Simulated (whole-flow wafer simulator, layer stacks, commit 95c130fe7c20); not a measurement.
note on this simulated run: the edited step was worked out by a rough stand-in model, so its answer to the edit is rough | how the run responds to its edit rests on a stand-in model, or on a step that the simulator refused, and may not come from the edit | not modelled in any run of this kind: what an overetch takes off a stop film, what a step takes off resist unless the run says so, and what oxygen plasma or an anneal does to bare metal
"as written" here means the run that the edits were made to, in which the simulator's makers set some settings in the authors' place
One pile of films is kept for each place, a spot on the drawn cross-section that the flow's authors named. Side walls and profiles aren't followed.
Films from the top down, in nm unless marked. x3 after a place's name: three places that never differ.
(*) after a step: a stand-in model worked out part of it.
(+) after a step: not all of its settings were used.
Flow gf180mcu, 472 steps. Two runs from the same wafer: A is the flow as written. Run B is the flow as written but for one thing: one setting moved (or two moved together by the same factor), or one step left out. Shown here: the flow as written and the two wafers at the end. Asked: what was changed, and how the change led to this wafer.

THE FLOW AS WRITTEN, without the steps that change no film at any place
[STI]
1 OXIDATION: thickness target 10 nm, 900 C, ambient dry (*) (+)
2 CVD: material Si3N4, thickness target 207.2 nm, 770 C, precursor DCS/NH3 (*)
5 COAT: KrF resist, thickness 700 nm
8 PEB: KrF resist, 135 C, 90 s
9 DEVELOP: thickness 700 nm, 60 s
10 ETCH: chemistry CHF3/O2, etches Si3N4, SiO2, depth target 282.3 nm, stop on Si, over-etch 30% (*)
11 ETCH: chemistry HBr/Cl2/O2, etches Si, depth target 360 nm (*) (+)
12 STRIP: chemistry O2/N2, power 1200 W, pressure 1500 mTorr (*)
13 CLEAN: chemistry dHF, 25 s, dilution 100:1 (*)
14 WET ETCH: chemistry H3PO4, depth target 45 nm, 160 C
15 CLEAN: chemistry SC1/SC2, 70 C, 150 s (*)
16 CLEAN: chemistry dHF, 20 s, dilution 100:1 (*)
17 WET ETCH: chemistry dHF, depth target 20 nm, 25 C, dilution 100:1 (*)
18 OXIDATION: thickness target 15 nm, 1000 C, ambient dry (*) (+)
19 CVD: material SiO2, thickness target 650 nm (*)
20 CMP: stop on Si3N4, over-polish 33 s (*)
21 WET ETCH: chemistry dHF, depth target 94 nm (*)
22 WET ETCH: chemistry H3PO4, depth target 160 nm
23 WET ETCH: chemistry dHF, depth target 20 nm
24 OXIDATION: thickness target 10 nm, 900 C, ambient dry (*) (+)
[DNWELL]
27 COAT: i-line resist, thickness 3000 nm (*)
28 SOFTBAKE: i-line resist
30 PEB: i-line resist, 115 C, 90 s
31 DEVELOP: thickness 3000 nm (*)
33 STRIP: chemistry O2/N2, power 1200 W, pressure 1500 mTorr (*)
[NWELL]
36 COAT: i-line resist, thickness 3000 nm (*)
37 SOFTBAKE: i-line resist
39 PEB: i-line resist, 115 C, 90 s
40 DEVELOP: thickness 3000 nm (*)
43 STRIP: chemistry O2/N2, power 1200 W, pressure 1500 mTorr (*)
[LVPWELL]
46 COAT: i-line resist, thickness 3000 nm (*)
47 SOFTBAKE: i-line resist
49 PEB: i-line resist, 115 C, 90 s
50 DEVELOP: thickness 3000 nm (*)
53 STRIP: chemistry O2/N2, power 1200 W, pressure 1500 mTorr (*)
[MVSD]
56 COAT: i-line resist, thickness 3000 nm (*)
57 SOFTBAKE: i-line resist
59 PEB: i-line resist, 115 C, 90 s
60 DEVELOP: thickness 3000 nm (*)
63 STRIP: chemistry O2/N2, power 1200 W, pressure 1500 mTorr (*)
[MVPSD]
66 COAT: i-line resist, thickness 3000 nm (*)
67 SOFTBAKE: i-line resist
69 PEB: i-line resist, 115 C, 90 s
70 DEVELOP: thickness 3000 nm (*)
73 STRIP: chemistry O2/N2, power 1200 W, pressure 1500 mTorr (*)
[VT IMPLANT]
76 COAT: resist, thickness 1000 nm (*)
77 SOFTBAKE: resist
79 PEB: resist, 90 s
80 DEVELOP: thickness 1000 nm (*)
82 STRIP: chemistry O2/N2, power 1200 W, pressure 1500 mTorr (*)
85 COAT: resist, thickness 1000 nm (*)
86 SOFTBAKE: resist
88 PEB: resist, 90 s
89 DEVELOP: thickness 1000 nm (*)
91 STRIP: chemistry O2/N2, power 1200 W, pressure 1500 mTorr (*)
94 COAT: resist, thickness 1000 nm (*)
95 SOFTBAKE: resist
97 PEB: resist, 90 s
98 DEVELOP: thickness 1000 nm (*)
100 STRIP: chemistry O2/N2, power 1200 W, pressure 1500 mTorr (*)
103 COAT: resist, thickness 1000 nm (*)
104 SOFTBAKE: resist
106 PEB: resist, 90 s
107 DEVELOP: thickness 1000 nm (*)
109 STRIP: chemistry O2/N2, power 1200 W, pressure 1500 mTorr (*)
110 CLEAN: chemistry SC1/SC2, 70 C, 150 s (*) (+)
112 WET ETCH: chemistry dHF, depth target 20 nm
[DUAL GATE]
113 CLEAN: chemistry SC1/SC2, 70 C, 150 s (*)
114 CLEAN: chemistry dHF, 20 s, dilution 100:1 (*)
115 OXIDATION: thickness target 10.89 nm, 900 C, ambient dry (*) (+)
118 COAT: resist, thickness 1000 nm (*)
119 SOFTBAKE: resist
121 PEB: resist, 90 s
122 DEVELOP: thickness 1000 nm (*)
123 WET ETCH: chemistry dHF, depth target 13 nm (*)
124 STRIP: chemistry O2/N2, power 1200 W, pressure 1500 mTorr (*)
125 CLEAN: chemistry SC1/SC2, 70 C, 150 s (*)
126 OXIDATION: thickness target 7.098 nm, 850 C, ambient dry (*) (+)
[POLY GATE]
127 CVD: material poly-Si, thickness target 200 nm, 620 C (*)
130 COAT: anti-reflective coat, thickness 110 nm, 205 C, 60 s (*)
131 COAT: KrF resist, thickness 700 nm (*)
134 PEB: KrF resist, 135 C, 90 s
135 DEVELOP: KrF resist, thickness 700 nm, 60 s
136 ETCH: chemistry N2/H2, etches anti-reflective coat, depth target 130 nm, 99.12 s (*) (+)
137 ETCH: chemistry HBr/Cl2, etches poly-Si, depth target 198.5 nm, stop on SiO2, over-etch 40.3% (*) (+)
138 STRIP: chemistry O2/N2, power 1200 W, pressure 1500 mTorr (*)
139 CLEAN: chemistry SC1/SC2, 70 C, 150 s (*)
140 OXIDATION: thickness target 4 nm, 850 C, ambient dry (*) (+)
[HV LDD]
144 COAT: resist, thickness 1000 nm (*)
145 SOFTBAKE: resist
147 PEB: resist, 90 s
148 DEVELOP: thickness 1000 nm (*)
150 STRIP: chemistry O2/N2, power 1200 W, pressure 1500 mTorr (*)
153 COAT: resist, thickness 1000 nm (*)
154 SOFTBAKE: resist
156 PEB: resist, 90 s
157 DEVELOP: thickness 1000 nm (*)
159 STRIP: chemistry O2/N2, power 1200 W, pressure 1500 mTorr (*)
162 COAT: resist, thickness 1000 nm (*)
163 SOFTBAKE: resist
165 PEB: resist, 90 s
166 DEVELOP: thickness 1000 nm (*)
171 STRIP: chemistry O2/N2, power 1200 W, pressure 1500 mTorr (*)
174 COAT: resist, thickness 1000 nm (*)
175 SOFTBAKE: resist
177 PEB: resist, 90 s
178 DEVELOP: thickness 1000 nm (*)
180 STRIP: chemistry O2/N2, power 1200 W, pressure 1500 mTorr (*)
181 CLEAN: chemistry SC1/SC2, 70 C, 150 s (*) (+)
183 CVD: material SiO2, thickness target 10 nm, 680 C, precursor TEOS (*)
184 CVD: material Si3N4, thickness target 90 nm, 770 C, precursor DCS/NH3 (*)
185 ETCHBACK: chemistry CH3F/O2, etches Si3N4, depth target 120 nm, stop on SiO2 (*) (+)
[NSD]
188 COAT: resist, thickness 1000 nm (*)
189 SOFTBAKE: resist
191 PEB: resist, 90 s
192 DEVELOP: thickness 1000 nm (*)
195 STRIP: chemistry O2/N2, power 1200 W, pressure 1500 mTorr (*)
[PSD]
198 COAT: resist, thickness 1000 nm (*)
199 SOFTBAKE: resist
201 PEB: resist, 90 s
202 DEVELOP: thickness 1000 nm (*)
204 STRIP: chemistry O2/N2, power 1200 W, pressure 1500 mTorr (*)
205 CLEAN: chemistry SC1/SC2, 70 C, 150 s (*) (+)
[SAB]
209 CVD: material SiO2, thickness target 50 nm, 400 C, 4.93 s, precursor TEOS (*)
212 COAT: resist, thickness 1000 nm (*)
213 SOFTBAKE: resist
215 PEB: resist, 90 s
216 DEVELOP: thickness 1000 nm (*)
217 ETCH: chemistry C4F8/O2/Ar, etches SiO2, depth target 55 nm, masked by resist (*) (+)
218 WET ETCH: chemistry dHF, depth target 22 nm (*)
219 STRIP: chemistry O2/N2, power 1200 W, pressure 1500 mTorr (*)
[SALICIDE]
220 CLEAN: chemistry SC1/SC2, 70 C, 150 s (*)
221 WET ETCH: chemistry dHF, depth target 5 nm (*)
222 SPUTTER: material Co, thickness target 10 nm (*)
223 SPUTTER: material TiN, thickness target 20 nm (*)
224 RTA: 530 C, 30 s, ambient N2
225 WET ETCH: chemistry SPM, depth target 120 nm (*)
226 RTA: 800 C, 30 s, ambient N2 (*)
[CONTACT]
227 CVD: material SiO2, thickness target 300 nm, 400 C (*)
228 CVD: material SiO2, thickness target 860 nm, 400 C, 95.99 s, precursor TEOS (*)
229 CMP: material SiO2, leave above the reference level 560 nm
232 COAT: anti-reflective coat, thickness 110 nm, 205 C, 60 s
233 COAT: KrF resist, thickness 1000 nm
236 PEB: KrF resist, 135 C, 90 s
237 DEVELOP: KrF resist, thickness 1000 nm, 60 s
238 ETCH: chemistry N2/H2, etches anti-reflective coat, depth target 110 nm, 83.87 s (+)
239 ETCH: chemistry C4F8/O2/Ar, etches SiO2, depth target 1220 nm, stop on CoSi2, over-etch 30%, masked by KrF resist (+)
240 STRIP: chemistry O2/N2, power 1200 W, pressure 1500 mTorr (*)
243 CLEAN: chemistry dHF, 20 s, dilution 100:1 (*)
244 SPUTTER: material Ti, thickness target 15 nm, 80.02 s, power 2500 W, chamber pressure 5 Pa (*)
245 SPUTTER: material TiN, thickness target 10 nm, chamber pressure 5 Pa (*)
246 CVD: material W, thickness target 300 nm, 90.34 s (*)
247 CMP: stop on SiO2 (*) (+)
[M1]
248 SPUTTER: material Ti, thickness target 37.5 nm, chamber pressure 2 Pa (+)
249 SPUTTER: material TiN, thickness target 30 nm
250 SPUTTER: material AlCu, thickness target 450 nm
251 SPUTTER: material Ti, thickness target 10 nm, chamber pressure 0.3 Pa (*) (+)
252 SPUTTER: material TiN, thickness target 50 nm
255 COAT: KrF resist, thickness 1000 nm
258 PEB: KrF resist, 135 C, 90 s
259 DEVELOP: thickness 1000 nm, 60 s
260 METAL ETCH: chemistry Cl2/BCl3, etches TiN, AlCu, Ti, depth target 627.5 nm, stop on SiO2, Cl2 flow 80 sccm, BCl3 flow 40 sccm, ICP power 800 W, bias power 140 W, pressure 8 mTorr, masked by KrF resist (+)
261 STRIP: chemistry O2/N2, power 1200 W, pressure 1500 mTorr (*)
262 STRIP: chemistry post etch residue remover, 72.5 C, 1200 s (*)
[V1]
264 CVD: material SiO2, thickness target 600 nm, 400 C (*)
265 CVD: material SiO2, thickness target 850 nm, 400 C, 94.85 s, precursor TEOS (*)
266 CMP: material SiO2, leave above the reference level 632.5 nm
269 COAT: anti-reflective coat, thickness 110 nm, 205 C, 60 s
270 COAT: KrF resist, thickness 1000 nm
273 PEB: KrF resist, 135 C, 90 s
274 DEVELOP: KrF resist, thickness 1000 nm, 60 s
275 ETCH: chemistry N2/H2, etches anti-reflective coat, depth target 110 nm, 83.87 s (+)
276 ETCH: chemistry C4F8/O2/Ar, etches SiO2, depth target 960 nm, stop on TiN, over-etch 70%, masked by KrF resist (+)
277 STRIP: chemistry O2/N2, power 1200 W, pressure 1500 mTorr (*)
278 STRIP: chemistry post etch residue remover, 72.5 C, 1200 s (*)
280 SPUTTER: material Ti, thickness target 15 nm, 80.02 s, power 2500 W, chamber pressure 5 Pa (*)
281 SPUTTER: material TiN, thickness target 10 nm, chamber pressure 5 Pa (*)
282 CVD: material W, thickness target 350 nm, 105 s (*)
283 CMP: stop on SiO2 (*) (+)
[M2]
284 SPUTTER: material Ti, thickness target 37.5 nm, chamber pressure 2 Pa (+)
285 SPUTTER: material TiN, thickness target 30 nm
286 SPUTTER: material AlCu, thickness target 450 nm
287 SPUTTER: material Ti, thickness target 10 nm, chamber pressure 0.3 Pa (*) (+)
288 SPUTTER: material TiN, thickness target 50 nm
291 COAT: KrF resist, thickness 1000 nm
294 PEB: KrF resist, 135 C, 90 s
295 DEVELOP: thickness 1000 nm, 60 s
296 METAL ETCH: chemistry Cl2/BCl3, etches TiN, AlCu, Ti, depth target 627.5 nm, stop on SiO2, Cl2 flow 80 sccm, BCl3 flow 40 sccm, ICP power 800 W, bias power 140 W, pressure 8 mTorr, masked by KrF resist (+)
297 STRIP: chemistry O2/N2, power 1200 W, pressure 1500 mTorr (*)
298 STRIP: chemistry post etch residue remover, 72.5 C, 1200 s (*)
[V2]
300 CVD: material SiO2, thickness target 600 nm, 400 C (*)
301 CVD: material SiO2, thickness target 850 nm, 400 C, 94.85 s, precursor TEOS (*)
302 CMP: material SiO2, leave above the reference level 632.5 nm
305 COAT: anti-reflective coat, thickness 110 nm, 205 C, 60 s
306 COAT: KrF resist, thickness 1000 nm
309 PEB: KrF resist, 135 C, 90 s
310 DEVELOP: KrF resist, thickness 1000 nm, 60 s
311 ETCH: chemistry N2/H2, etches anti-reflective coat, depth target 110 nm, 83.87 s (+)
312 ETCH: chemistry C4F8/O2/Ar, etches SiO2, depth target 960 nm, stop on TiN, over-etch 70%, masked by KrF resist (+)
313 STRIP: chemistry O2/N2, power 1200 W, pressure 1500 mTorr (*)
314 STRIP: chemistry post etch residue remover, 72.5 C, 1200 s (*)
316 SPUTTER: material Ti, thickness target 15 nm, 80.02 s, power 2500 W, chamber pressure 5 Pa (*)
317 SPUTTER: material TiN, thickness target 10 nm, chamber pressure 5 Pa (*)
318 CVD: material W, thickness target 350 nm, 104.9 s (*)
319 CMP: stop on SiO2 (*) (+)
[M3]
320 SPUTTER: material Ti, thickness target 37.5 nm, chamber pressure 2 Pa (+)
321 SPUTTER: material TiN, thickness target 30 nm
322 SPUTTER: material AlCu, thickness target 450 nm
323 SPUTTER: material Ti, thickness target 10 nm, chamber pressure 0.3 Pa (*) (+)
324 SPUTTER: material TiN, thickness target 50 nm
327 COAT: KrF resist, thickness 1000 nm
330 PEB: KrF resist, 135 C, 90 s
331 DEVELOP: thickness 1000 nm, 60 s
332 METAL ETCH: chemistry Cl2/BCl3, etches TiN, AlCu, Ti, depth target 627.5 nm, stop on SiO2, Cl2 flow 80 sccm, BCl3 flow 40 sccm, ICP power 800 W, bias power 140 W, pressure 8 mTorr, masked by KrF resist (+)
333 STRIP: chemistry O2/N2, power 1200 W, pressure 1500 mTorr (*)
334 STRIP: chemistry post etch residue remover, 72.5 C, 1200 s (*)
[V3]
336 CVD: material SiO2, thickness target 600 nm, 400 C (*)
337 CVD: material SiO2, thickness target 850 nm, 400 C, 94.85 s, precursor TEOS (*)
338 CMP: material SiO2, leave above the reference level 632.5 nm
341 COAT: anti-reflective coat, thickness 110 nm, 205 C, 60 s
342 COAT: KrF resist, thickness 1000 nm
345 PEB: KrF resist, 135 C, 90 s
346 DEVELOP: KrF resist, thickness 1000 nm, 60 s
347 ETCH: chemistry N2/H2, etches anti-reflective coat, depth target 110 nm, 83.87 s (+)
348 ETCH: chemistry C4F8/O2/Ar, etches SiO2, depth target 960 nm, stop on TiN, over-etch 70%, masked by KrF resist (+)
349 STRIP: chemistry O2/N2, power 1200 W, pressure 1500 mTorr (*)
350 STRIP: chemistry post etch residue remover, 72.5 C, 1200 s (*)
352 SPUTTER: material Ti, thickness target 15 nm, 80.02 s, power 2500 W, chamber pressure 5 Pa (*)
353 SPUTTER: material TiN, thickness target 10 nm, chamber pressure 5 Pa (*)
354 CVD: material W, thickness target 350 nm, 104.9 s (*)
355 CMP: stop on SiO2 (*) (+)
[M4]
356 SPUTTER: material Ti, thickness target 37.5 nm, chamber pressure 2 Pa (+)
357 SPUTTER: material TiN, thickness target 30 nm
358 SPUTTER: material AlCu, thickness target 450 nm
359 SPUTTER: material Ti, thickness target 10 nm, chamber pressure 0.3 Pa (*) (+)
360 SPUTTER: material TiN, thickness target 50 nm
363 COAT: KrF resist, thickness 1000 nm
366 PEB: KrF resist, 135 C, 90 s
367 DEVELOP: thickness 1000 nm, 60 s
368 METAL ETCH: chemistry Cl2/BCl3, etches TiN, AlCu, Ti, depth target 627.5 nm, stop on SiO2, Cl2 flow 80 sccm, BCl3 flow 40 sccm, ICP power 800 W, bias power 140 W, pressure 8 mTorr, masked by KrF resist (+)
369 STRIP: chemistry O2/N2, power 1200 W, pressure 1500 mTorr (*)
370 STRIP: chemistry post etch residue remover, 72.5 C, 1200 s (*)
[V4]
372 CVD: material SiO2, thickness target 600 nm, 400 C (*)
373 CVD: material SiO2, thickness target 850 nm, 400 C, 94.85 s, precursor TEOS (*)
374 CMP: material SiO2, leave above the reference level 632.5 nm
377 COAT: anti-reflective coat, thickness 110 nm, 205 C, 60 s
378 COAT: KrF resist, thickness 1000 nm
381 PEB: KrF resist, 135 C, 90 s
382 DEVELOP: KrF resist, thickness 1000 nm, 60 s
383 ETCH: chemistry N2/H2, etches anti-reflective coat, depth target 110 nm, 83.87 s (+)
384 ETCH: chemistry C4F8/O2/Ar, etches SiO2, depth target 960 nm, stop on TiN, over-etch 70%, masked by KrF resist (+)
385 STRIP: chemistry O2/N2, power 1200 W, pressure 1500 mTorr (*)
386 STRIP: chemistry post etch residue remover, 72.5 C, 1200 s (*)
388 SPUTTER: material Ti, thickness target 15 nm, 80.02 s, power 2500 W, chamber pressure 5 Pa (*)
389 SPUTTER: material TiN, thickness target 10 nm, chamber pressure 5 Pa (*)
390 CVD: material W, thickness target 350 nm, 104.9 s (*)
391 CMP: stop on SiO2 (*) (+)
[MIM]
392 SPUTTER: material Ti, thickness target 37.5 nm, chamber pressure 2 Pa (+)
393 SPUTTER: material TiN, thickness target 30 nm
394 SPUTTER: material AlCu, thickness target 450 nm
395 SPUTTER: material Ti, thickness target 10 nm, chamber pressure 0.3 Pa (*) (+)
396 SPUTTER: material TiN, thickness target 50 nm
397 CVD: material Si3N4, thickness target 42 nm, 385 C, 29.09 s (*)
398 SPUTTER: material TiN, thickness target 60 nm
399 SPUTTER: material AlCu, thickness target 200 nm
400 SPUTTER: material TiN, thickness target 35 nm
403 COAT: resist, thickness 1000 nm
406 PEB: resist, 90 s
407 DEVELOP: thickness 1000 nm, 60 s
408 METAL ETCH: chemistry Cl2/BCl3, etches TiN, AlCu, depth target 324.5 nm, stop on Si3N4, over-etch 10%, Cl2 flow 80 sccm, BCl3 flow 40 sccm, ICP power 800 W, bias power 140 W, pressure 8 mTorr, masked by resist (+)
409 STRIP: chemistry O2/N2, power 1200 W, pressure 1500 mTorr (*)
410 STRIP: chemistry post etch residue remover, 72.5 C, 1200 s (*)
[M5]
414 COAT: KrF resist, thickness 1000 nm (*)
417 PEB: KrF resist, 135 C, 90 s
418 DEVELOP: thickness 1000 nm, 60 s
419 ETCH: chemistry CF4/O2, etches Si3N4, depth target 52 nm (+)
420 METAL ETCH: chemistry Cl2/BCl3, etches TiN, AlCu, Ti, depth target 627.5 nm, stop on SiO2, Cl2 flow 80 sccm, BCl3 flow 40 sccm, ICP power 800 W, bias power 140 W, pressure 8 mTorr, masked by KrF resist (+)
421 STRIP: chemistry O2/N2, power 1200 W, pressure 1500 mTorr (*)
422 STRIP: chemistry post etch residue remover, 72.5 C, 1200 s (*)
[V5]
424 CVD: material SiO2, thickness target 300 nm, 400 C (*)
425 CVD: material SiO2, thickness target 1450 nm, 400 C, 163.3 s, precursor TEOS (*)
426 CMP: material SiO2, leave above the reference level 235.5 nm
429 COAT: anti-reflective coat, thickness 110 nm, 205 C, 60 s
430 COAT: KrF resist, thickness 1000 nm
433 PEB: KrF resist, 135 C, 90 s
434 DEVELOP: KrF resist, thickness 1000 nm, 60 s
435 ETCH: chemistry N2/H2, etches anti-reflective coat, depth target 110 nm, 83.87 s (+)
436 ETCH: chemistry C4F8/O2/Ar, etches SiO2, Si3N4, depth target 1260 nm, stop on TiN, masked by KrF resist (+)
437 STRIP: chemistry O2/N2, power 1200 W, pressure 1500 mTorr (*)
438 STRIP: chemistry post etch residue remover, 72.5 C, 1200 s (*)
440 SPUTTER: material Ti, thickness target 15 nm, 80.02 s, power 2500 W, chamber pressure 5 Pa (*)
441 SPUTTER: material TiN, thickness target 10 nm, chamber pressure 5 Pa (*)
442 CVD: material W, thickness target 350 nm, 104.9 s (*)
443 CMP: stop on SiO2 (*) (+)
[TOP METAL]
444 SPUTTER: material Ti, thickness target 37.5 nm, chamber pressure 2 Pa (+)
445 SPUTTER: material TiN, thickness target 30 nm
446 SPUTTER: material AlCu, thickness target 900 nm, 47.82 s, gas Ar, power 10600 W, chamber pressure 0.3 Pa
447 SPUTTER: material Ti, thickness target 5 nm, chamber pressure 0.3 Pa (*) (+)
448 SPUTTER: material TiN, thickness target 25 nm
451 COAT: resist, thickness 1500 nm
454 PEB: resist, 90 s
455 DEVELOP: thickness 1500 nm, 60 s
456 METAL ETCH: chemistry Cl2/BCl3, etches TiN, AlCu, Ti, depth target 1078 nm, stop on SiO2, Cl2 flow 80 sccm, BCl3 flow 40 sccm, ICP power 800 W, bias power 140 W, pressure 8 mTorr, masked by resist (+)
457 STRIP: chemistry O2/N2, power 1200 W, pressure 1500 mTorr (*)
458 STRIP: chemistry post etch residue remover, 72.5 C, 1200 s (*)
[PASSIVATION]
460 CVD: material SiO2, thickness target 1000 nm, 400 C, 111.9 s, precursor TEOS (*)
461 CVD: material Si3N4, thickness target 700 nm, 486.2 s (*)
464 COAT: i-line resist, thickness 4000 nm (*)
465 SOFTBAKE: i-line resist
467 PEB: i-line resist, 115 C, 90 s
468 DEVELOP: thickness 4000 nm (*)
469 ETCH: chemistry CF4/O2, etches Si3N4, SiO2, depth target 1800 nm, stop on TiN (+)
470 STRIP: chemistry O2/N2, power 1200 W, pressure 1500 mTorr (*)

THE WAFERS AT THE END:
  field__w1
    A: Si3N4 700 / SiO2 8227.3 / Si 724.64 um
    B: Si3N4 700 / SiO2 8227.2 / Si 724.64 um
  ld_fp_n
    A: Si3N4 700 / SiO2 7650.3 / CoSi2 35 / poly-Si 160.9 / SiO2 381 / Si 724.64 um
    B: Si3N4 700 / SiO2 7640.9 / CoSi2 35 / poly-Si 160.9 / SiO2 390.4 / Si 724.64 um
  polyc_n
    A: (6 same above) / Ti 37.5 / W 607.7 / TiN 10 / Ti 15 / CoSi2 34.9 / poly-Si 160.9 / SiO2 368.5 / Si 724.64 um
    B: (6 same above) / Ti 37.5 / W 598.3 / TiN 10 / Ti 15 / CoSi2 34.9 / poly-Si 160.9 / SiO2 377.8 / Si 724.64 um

The cause: step 21, WET ETCH: depth target 84.6 nm was run, where the flow has depth target 94 nm.

How the change led to this, step by step:
  21 WET ETCH: chemistry dHF, depth target 94 nm (*)
      active, n_well, p_well and 40 more: A Si3N4 -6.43 | B Si3N4 -5.79
      field, field_sub, sti and 34 more: A SiO2 -94 | B SiO2 -84.6
  28 SOFTBAKE: i-line resist
      field: A i-line resist +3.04 | B i-line resist +3.89
      field_sub: A i-line resist +2.58 | B i-line resist +3.29
      (and at 39 more places)
  37 SOFTBAKE: i-line resist
      field: A i-line resist +3.04 | B i-line resist +3.89
      field_sub: A i-line resist +2.58 | B i-line resist +3.29
      (and at 39 more places)
  47 SOFTBAKE: i-line resist
      field: A i-line resist +3.04 | B i-line resist +3.89
      field_sub: A i-line resist +2.58 | B i-line resist +3.29
      (and at 39 more places)
  57 SOFTBAKE: i-line resist
      field: A i-line resist +3.04 | B i-line resist +3.89
      field_sub: A i-line resist +2.58 | B i-line resist +3.29
      (and at 39 more places)
  67 SOFTBAKE: i-line resist
      field: A i-line resist +3.04 | B i-line resist +3.89
      field_sub: A i-line resist +2.58 | B i-line resist +3.29
      (and at 39 more places)
  130 COAT: anti-reflective coat, thickness 110 nm, 205 C, 60 s (*)
      p_well, spacer, sd_n: A anti-reflective coat +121 (new film) | B anti-reflective coat +130.1 (new film)
      field: A anti-reflective coat +112.6 (new film) | B anti-reflective coat +109.4 (new film)
      (and at 68 more places)
  136 ETCH: chemistry N2/H2, etches anti-reflective coat, depth target 130 nm, 99.12 s (*) (+)
      p_well, spacer, sd_n: A anti-reflective coat -121 (all of it), poly-Si -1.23 | B anti-reflective coat -130.1 (all of it), poly-Si -1
      field: A anti-reflective coat -112.6 (all of it), poly-Si -1.45 | B anti-reflective coat -109.4 (all of it), poly-Si -1.53
      (and at 48 more places)
  138 STRIP: chemistry O2/N2, power 1200 W, pressure 1500 mTorr (*)
      gate: A chemical SiO2 +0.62 (new film), KrF resist -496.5 (all of it), anti-reflective coat -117 (all of it), poly-Si -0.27 | B chemical SiO2 +0.62 (new film), KrF resist -497.1 (all of it), anti-reflective coat -121.2 (all of it), poly-Si -0.27
      gate_hv: A chemical SiO2 +0.62 (new film), KrF resist -495.3 (all of it), anti-reflective coat -109.8 (all of it), poly-Si -0.27 | B chemical SiO2 +0.62 (new film), KrF resist -496.9 (all of it), anti-reflective coat -112.3 (all of it), poly-Si -0.27
      (and at 18 more places)
  189 SOFTBAKE: resist
      active_hv: A resist +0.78 | B resist +0.22
      active_nat: A resist +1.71 | B resist +2.71
  199 SOFTBAKE: resist
      active_hv: A resist +0.78 | B resist +0.22
      active_nat: A resist +1.71 | B resist +2.71
  209 CVD: material SiO2, thickness target 50 nm, 400 C, 4.93 s, precursor TEOS (*)
      active: A SiO2 +50 | B SiO2 +48.9
      ld_drn_p: A SiO2 +46 | B SiO2 +45
  218 WET ETCH: chemistry dHF, depth target 22 nm (*)
      active: A SiO2 -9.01 (all of it) | B SiO2 -7.96 (all of it)
      ld_drn_p: A SiO2 -11.8 (all of it) | B SiO2 -10.8 (all of it)
  223 SPUTTER: material TiN, thickness target 20 nm (*)
      ld_sd_n: A TiN +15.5 (new film) | B TiN +16.1 (new film)
  225 WET ETCH: chemistry SPM, depth target 120 nm (*)
      ld_sd_n: A TiN -15.5 (all of it) | B TiN -16.1 (all of it)
  226 RTA: 800 C, 30 s, ambient N2 (*)
      ld_sd_n: A CoSi2 +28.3 (new film), CoSi -16.1 (all of it), Si -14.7 | B CoSi2 +27.7 (new film), CoSi -15.8 (all of it), Si -14.4
  229 CMP: material SiO2, leave above the reference level 560 nm
      ldn_sep__w1, ldn_sep__w2, ldn_dft and 8 more: A SiO2 -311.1 | B SiO2 -320.5
      sti, mim_1p0, pad, dice_street, iso_nw_fld, iso_fld_sub: A SiO2 -297 | B SiO2 -306.3
      (and at 40 more places)
